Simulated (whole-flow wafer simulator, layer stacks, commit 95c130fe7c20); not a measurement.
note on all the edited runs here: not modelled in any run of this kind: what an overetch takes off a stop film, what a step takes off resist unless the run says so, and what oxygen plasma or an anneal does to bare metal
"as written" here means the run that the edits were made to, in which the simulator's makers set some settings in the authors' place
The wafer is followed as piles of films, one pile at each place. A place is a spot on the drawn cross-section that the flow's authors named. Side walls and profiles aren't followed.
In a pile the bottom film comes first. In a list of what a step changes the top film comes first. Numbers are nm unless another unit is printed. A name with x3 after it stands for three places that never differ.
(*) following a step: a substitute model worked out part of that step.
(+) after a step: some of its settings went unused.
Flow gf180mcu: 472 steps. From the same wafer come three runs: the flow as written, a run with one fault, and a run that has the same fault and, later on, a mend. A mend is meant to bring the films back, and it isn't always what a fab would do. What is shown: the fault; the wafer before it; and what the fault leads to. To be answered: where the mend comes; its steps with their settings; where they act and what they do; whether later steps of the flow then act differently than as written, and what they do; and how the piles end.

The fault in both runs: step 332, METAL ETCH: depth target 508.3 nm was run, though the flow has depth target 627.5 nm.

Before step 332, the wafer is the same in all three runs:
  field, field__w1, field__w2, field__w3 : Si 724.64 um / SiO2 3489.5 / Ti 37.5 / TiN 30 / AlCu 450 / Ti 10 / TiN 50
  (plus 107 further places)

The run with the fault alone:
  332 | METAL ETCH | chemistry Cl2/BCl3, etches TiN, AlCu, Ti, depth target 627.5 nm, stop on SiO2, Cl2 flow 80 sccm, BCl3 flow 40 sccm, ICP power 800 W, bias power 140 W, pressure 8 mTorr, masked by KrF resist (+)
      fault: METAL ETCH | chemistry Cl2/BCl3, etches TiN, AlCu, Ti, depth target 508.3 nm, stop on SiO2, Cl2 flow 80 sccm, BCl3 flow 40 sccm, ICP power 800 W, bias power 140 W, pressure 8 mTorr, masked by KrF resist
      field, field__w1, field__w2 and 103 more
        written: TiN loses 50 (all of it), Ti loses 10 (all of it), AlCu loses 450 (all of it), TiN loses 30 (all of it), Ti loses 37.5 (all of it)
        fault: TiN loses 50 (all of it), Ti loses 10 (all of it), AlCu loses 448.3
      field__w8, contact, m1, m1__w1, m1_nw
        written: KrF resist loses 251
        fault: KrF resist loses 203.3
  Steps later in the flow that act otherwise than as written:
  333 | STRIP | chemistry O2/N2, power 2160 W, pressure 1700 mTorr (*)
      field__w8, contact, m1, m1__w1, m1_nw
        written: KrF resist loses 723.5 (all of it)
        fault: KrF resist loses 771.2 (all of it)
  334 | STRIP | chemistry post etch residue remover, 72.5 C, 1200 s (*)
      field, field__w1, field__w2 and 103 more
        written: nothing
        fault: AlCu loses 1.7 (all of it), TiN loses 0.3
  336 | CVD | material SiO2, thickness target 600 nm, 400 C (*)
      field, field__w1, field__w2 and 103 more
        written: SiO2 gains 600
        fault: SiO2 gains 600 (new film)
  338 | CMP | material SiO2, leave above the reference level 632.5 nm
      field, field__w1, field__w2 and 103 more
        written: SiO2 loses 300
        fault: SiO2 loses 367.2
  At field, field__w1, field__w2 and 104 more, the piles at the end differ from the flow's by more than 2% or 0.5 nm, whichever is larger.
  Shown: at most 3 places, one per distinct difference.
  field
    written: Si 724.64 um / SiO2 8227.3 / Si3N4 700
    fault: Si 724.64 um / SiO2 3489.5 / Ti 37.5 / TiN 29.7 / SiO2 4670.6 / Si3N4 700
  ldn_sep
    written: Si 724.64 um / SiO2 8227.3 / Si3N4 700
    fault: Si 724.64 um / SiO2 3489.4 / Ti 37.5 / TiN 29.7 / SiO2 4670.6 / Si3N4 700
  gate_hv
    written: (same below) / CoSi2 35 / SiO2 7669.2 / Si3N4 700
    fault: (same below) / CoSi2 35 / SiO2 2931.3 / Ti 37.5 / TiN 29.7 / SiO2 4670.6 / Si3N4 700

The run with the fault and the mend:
  The mend stands after step 332.
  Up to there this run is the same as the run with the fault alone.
  332a | METAL ETCH | chemistry Cl2/BCl3, etches TiN, AlCu, Ti, depth target 119.2 nm, stop on SiO2, Cl2 flow 80 sccm, BCl3 flow 40 sccm, ICP power 800 W, bias power 140 W, pressure 8 mTorr, masked by KrF resist (+) (the flow's step 332 again, with other settings)
      field, field__w1, field__w2 and 103 more
        AlCu loses 1.7 (all of it), TiN loses 30 (all of it), Ti loses 37.5 (all of it)
      field__w8, contact, m1, m1__w1, m1_nw
        KrF resist loses 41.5
  Later steps of the flow that are run all act as written at every place that is followed, up to a difference of at most 2% or 0.5 nm, whichever is larger.
  By the end, the piles equal the flow's at every place that both follow.
